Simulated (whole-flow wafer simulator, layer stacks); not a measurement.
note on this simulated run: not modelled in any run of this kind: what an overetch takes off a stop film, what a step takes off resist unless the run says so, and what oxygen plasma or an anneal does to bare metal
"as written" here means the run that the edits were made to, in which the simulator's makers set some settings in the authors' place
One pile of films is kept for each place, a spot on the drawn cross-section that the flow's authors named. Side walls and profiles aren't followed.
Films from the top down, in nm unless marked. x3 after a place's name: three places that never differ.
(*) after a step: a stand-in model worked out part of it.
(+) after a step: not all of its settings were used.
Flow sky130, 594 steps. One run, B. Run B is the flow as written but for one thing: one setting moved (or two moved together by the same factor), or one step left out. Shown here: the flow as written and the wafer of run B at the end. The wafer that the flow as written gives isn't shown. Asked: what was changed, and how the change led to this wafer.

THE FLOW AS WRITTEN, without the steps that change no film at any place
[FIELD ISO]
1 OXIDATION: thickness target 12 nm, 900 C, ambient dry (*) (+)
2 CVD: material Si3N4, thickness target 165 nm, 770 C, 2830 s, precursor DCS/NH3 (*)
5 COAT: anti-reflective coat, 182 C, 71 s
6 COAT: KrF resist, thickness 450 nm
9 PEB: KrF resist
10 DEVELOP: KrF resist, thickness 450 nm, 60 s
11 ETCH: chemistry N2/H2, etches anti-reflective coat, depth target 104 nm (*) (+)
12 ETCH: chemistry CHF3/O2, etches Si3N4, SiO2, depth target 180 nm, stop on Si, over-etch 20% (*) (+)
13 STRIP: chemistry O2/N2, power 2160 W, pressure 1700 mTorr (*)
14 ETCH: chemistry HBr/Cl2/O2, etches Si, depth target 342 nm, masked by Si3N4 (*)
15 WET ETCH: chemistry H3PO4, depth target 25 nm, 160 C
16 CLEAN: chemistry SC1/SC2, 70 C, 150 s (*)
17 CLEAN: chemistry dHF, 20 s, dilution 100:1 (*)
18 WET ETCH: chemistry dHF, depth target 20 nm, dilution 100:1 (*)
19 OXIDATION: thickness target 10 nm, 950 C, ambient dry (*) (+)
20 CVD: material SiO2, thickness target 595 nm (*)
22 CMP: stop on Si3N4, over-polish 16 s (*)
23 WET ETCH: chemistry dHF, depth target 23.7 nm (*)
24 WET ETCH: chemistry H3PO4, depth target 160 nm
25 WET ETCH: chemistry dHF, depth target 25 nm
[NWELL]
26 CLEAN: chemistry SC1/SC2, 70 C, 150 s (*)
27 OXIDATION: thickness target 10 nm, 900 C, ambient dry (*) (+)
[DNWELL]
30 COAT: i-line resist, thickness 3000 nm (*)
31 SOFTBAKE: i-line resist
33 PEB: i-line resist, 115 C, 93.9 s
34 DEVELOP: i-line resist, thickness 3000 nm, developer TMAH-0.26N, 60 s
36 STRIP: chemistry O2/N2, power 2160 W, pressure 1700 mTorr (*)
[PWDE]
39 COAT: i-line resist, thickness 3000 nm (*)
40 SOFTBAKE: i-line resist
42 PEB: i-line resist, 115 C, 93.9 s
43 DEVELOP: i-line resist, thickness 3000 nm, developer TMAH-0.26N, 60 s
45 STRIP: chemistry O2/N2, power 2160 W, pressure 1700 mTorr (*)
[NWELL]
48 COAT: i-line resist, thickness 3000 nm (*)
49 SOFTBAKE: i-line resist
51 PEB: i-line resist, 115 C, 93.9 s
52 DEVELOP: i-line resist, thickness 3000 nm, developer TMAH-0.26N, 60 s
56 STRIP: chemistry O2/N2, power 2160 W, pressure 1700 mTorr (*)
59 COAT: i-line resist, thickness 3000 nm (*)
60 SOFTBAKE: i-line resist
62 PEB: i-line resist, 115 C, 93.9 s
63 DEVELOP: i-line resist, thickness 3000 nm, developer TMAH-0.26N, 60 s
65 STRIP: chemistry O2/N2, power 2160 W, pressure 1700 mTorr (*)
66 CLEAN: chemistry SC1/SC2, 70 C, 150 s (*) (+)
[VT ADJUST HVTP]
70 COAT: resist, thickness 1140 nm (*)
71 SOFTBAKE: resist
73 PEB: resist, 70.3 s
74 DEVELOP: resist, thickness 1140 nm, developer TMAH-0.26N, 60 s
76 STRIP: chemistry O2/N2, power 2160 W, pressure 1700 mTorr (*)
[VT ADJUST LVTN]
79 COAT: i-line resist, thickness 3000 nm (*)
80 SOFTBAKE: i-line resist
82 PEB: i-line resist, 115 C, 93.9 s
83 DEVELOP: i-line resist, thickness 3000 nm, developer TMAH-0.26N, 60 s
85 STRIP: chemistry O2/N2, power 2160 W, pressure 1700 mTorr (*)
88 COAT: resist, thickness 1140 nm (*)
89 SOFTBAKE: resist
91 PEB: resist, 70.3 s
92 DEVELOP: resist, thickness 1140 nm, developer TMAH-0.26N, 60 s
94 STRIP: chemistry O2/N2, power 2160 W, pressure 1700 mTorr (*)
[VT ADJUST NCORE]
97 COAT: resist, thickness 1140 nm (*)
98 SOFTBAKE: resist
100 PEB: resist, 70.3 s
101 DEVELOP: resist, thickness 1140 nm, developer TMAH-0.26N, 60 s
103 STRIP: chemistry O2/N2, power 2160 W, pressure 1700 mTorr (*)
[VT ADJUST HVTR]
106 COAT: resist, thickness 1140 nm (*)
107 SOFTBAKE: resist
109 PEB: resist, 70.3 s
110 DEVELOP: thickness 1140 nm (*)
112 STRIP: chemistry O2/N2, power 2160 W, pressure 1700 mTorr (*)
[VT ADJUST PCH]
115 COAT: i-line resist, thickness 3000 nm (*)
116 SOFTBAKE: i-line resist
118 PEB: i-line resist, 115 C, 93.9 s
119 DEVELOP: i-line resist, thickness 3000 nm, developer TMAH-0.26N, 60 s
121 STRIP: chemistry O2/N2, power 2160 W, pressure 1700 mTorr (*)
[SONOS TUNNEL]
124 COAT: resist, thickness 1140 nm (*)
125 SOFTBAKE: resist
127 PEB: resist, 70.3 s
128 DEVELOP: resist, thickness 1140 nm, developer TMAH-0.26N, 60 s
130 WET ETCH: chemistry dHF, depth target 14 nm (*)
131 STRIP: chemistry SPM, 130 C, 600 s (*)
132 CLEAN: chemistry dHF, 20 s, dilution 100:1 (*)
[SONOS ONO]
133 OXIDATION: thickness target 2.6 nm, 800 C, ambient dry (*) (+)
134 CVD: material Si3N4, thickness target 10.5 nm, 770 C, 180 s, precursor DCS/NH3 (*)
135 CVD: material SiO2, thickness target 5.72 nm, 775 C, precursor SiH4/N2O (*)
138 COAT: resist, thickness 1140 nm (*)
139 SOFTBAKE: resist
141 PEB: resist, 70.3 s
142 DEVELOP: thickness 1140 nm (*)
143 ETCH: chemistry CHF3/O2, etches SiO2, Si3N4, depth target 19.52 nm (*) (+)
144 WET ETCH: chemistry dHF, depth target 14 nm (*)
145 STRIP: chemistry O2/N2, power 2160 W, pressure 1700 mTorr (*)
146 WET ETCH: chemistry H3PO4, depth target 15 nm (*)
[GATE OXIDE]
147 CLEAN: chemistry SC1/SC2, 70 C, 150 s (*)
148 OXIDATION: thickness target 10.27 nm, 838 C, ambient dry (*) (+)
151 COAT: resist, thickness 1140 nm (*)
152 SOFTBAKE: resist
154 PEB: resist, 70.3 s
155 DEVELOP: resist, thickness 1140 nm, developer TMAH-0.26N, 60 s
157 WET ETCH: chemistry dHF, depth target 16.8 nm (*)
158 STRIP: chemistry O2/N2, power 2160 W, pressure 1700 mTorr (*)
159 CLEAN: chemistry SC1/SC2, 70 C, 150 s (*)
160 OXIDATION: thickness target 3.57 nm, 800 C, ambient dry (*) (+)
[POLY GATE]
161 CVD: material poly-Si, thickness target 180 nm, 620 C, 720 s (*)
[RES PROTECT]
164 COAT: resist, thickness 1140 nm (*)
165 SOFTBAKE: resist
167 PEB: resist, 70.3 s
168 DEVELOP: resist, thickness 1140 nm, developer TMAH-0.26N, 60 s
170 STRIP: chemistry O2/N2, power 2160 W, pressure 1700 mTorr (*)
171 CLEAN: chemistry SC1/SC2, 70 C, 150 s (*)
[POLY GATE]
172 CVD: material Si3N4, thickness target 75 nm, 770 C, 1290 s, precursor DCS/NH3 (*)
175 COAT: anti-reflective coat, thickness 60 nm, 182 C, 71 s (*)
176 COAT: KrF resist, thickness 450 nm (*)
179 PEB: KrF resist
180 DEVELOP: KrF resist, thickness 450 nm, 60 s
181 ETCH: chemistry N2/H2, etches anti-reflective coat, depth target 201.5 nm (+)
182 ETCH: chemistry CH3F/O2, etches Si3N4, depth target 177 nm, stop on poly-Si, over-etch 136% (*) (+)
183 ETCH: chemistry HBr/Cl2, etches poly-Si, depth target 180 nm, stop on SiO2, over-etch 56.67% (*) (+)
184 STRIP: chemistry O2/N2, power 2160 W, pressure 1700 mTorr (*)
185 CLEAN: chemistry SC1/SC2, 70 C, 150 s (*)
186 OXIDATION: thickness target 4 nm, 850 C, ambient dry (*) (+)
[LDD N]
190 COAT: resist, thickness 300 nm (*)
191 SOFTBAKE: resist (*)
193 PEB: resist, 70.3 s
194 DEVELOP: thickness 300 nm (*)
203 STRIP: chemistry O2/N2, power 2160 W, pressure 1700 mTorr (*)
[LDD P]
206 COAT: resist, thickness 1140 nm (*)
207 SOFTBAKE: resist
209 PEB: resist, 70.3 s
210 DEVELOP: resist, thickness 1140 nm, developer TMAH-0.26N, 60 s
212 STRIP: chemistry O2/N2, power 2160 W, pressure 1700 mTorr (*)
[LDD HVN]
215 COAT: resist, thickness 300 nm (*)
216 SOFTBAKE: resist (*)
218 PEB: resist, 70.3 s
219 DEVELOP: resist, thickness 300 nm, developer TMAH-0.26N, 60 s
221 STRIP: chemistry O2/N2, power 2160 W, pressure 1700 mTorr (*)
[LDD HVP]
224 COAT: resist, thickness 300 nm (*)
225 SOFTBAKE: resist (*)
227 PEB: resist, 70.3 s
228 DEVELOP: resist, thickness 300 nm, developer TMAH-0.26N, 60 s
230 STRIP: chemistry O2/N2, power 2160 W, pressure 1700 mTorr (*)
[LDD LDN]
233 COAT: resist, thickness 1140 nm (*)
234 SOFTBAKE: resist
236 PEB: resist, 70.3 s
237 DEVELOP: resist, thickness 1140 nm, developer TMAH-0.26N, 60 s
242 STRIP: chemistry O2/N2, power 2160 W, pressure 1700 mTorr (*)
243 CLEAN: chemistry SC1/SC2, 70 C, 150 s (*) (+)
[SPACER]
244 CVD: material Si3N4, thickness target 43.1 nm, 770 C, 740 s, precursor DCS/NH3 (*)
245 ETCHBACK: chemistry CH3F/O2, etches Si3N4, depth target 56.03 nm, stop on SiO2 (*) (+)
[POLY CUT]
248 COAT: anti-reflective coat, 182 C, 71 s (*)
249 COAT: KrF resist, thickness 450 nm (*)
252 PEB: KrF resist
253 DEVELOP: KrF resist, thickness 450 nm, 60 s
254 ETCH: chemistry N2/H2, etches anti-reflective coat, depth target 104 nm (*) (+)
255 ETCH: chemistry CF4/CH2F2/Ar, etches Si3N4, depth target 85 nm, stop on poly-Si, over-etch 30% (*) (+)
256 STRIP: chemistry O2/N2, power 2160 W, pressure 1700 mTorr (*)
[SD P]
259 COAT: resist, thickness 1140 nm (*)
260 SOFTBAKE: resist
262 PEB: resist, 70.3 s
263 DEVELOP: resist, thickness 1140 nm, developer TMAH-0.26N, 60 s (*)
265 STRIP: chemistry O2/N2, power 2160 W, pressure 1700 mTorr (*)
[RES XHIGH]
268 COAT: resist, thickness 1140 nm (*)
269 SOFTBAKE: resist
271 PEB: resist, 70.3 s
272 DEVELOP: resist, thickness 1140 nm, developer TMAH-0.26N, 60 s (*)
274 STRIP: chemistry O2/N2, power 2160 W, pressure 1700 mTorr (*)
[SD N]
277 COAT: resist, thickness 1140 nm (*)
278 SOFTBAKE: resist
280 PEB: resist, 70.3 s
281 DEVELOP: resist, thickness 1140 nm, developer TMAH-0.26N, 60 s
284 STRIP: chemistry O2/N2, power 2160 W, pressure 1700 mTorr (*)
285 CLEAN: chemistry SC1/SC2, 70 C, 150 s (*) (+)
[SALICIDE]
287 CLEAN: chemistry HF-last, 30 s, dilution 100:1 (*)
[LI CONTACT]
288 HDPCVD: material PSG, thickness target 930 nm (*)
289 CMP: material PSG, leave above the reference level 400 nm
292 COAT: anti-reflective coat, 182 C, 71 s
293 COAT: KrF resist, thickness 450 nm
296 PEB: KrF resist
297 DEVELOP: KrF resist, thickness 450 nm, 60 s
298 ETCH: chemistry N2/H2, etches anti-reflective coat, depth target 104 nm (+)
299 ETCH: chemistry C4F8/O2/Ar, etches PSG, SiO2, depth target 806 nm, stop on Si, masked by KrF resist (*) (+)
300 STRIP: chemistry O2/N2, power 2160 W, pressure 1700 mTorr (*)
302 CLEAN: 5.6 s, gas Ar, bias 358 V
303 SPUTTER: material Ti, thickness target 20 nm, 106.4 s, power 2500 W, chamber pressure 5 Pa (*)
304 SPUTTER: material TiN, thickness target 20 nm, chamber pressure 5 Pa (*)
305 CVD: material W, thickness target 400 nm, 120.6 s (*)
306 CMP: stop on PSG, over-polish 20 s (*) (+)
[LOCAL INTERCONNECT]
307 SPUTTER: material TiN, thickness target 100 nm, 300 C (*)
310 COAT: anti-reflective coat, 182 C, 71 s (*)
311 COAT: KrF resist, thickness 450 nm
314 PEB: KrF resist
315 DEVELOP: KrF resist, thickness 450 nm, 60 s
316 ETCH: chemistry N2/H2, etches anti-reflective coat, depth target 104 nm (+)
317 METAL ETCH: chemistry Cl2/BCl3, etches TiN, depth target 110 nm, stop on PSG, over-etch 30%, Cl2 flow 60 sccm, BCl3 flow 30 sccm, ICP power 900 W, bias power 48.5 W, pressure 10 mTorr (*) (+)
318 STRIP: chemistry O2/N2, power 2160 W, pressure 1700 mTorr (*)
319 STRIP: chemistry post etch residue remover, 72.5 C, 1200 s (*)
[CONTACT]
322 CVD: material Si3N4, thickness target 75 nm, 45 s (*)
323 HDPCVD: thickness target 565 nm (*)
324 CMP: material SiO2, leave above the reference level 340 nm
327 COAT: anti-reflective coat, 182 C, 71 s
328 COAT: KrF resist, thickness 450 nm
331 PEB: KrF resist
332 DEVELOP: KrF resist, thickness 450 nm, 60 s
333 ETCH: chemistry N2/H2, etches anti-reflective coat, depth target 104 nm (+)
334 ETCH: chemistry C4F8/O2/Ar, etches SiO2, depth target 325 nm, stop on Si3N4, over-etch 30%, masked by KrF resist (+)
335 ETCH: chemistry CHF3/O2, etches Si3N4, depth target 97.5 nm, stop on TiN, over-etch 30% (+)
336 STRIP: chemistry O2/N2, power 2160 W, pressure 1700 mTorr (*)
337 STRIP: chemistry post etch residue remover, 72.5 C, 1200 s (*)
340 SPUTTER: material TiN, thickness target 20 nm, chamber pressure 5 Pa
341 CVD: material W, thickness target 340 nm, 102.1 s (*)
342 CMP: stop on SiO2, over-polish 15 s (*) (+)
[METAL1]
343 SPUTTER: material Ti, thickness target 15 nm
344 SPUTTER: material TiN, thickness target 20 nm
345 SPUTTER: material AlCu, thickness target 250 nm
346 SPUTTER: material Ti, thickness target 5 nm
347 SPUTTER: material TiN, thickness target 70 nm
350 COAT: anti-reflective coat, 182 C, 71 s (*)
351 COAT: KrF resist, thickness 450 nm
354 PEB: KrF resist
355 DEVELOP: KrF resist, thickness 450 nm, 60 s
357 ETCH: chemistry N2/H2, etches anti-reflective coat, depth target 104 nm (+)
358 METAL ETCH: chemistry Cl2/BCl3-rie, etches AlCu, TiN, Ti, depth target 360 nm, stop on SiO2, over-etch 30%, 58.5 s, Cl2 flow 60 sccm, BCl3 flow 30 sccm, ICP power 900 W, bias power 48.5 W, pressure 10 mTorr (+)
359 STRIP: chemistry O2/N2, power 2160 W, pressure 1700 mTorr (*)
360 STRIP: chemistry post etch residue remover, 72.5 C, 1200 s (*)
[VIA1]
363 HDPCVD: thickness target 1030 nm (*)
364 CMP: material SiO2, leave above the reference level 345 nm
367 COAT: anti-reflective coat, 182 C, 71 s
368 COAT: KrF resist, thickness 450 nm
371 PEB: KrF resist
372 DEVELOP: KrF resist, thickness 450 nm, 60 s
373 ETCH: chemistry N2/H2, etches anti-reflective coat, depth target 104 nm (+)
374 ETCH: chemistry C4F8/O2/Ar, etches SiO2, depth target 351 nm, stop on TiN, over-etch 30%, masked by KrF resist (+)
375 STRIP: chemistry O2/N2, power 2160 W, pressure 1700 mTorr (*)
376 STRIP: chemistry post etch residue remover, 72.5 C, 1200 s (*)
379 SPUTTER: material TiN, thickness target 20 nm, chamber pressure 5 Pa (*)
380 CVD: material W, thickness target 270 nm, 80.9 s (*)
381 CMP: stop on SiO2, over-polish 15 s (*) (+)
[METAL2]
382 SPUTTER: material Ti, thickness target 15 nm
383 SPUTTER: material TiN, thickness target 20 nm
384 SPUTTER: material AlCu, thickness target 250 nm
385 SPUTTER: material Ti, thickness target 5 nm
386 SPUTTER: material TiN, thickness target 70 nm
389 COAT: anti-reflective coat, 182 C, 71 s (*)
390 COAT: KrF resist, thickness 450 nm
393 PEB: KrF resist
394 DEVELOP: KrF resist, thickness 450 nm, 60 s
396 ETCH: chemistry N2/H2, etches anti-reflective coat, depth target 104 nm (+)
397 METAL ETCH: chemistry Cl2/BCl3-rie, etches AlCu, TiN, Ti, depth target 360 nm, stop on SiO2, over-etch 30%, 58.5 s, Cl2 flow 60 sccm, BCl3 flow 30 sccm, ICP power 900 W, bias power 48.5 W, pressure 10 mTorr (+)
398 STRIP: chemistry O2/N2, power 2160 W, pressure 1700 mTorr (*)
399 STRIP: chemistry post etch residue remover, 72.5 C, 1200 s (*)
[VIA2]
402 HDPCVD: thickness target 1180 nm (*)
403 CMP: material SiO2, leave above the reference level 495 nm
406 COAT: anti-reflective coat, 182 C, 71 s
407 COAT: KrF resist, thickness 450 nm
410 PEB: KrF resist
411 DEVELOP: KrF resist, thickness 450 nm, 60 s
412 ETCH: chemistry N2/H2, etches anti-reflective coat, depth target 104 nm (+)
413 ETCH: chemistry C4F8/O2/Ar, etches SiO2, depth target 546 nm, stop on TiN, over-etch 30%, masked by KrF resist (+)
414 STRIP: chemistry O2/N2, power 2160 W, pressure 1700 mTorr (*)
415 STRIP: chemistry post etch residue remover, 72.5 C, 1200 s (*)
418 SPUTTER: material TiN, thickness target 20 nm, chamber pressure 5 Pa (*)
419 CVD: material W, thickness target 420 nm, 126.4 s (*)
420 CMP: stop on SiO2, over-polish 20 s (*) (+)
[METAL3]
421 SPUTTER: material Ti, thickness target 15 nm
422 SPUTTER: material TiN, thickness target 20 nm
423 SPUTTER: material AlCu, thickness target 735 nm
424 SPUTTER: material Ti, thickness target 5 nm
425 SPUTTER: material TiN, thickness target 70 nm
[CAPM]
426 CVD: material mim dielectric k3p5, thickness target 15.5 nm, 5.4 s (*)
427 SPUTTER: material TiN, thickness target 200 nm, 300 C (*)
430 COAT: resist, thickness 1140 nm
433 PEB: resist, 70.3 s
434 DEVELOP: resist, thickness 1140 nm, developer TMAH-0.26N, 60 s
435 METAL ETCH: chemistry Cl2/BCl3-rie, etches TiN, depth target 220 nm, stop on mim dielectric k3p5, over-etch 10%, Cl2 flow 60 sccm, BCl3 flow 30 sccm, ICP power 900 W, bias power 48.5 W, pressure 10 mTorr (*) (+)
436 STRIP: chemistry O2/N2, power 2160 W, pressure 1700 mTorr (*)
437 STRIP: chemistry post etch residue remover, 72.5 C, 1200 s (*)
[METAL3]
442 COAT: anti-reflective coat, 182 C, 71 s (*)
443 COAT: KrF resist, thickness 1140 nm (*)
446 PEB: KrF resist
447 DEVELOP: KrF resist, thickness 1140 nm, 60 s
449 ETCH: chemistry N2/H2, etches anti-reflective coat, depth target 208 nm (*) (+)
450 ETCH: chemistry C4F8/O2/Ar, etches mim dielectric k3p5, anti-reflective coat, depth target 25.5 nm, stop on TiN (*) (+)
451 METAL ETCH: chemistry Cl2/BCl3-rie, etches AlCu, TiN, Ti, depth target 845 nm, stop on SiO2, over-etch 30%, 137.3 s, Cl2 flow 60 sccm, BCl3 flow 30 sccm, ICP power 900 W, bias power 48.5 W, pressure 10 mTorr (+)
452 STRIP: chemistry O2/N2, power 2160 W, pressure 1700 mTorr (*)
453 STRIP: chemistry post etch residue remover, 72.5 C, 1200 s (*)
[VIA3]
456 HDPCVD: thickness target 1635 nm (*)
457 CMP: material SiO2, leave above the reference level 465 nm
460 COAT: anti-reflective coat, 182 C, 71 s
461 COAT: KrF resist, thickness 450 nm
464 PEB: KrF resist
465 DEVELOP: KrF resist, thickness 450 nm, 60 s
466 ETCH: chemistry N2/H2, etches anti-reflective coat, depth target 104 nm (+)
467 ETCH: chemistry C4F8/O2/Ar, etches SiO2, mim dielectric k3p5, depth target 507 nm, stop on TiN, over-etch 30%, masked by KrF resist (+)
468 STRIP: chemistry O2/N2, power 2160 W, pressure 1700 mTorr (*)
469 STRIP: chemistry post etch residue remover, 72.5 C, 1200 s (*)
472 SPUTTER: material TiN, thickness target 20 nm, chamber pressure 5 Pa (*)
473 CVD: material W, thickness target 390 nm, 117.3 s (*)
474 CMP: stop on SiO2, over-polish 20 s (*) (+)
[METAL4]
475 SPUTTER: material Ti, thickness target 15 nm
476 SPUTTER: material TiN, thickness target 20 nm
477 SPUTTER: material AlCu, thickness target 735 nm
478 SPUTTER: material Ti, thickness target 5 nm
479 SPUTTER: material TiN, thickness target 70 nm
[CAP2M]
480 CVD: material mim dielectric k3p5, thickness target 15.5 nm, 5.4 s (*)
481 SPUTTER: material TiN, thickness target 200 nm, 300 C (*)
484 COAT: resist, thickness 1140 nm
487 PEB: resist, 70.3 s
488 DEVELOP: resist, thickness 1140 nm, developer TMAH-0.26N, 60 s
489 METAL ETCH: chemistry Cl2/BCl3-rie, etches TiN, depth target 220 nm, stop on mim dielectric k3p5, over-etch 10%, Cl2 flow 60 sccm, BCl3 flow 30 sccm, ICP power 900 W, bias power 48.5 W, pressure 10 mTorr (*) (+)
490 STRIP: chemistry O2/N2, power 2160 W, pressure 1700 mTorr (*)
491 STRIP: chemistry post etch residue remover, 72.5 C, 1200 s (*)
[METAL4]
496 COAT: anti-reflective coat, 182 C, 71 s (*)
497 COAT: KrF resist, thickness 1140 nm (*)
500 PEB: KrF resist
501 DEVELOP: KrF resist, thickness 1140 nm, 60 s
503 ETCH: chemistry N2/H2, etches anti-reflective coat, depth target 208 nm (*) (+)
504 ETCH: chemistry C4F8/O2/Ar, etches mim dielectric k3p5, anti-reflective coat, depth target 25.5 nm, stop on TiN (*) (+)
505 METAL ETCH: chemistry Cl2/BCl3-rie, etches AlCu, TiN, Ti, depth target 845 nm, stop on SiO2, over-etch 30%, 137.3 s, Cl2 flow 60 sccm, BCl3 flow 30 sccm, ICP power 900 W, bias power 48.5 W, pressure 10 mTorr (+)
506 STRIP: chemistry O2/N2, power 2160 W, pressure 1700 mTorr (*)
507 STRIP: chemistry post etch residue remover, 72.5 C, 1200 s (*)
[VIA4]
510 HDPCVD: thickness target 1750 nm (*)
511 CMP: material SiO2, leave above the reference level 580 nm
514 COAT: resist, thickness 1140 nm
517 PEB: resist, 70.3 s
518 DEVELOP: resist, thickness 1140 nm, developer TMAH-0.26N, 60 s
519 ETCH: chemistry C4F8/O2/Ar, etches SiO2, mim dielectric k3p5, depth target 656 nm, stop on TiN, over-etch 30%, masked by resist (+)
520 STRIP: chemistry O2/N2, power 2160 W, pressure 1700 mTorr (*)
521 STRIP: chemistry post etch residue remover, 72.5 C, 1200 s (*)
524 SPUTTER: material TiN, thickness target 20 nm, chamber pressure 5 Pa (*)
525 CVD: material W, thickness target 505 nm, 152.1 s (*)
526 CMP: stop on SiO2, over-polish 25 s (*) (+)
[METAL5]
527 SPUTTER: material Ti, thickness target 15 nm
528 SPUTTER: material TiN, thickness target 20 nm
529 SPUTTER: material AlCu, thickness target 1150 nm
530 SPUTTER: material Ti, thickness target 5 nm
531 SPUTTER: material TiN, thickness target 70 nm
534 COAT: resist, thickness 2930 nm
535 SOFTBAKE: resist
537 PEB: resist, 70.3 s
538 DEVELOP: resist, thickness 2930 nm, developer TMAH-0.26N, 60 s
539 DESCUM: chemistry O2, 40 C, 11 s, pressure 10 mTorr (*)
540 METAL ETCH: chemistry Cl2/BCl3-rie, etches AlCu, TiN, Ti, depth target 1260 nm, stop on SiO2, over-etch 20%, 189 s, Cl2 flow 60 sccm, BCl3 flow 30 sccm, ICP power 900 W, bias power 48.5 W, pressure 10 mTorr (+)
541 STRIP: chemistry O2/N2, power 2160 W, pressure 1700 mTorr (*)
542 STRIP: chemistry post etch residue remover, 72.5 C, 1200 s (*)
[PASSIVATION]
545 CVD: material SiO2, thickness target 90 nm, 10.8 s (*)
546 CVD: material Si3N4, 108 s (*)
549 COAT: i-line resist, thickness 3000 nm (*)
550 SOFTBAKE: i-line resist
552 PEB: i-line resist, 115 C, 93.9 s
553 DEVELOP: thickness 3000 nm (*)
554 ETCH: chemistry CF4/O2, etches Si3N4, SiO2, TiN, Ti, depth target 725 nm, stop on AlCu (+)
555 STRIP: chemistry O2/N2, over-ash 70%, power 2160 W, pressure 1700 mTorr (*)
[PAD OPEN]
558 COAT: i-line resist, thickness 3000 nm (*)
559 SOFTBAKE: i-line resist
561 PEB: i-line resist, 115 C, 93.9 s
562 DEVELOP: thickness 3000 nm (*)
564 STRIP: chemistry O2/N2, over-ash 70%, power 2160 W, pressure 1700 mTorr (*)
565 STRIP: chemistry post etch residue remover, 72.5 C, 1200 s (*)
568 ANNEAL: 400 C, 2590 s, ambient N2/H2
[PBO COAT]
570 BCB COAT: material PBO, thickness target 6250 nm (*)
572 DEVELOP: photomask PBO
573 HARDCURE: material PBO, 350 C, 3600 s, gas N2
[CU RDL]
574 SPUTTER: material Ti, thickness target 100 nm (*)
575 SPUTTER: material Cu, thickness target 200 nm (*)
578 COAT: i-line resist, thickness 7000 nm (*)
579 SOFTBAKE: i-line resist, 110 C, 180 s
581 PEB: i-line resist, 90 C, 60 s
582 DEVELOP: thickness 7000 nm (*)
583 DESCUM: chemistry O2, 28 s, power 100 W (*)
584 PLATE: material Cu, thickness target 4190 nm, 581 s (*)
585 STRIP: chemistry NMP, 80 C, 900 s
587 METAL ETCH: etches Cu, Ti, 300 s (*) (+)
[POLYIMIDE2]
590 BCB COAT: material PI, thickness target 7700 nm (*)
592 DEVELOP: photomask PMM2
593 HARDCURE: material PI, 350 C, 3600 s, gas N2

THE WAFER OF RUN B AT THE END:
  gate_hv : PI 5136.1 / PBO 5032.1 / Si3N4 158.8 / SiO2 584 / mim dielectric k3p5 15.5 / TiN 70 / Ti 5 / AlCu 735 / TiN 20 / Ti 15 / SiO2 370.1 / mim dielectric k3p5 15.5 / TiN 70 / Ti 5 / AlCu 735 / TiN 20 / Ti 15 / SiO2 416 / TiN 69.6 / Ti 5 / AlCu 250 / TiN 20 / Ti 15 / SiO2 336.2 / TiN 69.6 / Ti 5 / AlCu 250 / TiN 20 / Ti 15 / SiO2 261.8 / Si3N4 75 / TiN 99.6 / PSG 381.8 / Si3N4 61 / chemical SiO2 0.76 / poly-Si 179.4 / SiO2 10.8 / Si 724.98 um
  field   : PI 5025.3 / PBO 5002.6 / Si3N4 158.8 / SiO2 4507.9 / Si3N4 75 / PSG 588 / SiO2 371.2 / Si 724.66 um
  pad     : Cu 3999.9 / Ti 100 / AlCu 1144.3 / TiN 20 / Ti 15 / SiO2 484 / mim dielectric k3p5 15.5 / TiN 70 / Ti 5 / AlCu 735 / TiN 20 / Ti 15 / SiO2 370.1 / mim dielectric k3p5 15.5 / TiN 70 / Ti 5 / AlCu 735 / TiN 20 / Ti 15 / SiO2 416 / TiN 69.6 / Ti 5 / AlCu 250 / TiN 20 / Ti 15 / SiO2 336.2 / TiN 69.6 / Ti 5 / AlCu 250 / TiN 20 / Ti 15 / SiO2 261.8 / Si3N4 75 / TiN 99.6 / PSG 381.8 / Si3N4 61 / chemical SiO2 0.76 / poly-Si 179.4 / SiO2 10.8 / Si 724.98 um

The cause: step 364, CMP: leave above the reference level 414 nm was run, where the flow has leave above the reference level 345 nm.

How the change led to this, step by step:
  364 CMP: material SiO2, leave above the reference level 345 nm
      n_well, p_well, gate_hv and 100 more: SiO2 -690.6 (as written it would be: SiO2 -759.6)
      field, active, gate and 81 more: SiO2 -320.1 (as written it would be: SiO2 -389.1)
      (and at 4 more places)
  374 ETCH: chemistry C4F8/O2/Ar, etches SiO2, depth target 351 nm, stop on TiN, over-etch 30%, masked by KrF resist (+)
      m1, via1_hole: SiO2 -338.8 (all of it) (as written it would be: SiO2 -269.8 (all of it))
  379 SPUTTER: material TiN, thickness target 20 nm, chamber pressure 5 Pa (*)
      m1: TiN +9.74 (as written it would be: TiN +11)
      via1_hole: TiN +9.72 (as written it would be: TiN +10.9)
  380 CVD: material W, thickness target 270 nm, 80.9 s (*)
      m1, via1_hole: W +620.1 (new film) (as written it would be: W +549.9 (new film))
